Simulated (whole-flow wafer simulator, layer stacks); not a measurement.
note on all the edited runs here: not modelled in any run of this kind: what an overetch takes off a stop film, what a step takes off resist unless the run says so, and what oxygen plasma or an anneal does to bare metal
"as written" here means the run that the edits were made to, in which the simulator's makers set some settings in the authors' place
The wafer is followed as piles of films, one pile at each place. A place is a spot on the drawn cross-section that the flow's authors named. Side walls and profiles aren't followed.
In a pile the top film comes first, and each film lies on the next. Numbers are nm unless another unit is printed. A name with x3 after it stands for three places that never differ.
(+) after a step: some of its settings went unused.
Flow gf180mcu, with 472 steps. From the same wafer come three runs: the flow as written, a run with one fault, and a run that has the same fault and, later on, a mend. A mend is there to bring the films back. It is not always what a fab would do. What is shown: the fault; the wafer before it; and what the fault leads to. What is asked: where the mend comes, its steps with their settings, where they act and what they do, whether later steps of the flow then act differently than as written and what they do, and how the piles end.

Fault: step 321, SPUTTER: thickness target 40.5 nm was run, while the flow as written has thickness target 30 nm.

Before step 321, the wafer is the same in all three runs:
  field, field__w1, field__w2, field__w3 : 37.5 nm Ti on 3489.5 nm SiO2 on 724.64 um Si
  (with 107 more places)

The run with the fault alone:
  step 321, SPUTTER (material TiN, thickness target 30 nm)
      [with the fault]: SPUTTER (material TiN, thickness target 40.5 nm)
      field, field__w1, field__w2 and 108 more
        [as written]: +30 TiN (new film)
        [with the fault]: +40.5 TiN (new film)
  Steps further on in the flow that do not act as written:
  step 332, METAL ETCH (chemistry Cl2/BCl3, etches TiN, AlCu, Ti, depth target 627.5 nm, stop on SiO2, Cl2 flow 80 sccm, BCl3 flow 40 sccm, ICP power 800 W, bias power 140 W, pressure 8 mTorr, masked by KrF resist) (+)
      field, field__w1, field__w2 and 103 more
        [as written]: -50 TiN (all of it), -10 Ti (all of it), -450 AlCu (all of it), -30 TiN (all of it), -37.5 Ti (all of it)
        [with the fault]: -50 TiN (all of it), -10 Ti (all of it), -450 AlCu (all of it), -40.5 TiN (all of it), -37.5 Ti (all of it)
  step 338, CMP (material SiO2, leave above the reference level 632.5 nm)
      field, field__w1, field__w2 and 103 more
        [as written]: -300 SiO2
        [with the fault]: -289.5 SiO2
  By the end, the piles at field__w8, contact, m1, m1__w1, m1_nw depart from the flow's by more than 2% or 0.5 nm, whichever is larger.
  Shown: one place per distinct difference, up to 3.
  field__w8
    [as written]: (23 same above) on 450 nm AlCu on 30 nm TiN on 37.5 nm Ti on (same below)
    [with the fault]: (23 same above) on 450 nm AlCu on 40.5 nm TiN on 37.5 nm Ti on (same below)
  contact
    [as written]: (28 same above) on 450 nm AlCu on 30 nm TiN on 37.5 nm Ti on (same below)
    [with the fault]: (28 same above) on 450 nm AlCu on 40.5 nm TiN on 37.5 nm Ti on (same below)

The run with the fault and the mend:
  The mend follows step 321.
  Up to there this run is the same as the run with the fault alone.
  step 321a, METAL ETCH (chemistry Cl2/BCl3, etches TiN, AlCu, Ti, depth target 10.5 nm, Cl2 flow 80 sccm, BCl3 flow 40 sccm, ICP power 800 W, bias power 140 W, pressure 8 mTorr) (a further turn of the flow's step 260, with different settings)
      field, field__w1, field__w2 and 108 more
        -10.5 TiN
  Later steps of the flow that are run all act as written at every place that is followed.
  At every place that both follow, the piles at the end match the flow's.
